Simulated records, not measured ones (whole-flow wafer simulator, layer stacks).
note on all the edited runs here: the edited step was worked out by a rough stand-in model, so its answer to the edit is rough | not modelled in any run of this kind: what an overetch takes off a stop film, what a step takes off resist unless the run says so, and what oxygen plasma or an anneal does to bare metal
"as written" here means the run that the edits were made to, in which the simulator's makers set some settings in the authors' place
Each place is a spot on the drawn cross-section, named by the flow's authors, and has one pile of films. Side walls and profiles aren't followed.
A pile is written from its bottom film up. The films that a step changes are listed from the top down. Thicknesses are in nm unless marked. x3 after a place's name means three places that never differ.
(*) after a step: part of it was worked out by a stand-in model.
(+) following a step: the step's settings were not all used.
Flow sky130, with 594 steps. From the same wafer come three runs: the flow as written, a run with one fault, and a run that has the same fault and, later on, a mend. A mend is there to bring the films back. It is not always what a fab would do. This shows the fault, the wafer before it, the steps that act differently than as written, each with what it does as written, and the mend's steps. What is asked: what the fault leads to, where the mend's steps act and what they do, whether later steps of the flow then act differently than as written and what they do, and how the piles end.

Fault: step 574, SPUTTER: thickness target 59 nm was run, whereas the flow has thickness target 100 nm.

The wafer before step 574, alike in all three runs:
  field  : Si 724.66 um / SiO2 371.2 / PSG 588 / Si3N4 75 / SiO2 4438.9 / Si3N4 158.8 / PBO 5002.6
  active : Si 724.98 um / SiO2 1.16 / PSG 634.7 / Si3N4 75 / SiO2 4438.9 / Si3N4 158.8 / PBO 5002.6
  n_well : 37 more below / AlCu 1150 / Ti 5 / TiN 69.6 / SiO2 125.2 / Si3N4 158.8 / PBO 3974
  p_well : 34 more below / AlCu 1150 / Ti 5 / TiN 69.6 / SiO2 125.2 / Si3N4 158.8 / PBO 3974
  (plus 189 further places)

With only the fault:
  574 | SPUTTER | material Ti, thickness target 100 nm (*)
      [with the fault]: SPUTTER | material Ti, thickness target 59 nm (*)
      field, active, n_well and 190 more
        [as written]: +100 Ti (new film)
        [with the fault]: +59 Ti (new film)
  Later steps of the flow acting differently than as written (7 other steps are not shown; they differ only slightly, by no more than 2% or 0.5 nm, whichever is larger):
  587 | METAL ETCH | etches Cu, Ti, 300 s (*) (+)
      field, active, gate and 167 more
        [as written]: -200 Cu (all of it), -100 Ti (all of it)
        [with the fault]: -200 Cu (all of it), -59 Ti (all of it)
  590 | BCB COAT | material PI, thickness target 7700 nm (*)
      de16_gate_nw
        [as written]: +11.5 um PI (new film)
        [with the fault]: +11.47 um PI (new film)
  At n_well, p_well, sd_n and 20 more, the piles at the end differ from the flow's by more than 2% or 0.5 nm, whichever is larger.
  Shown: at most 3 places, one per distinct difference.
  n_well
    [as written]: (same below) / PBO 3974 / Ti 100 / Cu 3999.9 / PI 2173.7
    [with the fault]: (same below) / PBO 3974 / Ti 59 / Cu 3999.9 / PI 2200.3
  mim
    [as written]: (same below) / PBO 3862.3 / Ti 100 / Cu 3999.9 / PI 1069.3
    [with the fault]: (same below) / PBO 3862.3 / Ti 59 / Cu 3999.9 / PI 1107.7
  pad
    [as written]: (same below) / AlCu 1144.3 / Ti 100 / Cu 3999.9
    [with the fault]: (same below) / AlCu 1144.3 / Ti 59 / Cu 3999.9

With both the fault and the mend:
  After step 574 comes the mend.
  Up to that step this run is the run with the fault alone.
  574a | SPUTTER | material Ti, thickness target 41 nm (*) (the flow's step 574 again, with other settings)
      field, active, n_well and 190 more
        +41 Ti
  None of the later steps of the flow acts differently than as written at any place that is followed.
  At every place that both follow, the piles at the end match the flow's.
